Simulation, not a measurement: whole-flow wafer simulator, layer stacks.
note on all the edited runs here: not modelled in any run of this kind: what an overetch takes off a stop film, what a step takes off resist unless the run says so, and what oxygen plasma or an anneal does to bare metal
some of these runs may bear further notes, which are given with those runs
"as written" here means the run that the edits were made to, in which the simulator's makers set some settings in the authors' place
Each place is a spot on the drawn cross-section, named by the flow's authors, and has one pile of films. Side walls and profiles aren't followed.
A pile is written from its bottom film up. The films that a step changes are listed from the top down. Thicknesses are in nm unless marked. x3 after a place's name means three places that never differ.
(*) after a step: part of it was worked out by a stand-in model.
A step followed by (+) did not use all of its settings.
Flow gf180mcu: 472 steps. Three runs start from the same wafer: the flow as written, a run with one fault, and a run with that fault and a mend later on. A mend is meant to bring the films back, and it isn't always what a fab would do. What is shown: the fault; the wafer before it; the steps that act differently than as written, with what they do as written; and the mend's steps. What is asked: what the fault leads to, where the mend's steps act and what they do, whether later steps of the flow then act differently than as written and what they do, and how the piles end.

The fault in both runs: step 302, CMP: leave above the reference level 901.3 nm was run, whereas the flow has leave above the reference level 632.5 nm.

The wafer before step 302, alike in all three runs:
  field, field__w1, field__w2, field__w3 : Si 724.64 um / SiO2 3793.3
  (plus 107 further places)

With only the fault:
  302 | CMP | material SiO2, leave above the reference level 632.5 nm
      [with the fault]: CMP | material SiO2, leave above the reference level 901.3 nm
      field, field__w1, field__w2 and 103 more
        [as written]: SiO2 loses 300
        [with the fault]: SiO2 loses 31.2
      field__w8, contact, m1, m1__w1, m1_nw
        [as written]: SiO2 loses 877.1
        [with the fault]: SiO2 loses 608.3
  Steps further on in the flow that do not act as written:
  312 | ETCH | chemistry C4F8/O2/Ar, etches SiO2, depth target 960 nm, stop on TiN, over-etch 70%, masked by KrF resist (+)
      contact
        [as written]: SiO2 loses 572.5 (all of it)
        [with the fault]: SiO2 loses 841.3 (all of it)
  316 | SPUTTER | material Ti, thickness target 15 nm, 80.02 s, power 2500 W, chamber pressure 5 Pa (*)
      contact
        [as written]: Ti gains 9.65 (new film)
        [with the fault]: Ti gains 8.26 (new film)
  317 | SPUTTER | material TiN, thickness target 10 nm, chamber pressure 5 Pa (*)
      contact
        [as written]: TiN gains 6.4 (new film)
        [with the fault]: TiN gains 5.47 (new film)
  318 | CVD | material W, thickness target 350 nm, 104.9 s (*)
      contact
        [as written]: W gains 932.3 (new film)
        [with the fault]: W gains 1203.4 (new film)
  At field, field__w1, field__w2 and 109 more, the piles at the end differ from the flow's by more than 2% or 0.5 nm, whichever is larger.
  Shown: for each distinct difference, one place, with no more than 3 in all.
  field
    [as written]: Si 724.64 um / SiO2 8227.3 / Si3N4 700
    [with the fault]: Si 724.64 um / SiO2 8496.1 / Si3N4 700
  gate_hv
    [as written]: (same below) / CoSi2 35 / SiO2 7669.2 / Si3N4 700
    [with the fault]: (same below) / CoSi2 35 / SiO2 7938 / Si3N4 700
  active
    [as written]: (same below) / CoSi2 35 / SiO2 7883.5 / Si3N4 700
    [with the fault]: (same below) / CoSi2 35 / SiO2 8152.3 / Si3N4 700

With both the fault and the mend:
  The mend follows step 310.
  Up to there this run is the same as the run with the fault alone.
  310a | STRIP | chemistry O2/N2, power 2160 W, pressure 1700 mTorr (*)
      field, field__w1, field__w2 and 107 more
        KrF resist loses 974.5 (all of it), anti-reflective coat loses 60 (all of it)
      contact
        anti-reflective coat loses 60 (all of it)
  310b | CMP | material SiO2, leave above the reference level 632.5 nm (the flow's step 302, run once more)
      field, field__w1, field__w2 and 108 more
        SiO2 loses 268.8
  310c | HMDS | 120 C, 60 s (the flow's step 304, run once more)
      alters no film at any place that is followed
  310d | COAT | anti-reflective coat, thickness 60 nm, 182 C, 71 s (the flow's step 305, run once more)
      field, field__w1, field__w2 and 108 more
        anti-reflective coat gains 60 (new film)
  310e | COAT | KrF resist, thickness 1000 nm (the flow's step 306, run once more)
      field, field__w1, field__w2 and 108 more
        KrF resist gains 1000 (new film)
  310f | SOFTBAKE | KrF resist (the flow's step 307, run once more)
      alters no film at any place that is followed
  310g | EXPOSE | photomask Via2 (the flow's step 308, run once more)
      alters no film at any place that is followed
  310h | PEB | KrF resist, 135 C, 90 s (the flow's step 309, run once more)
      field, field__w1, field__w2 and 108 more
        KrF resist loses 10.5
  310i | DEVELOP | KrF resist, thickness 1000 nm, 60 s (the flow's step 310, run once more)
      field, field__w1, field__w2 and 107 more
        KrF resist loses 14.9
      contact
        KrF resist loses 989.5 (all of it)
  Later steps of the flow that are run all act as written at every place that is followed.
  By the end, the piles equal the flow's at every place that both follow.
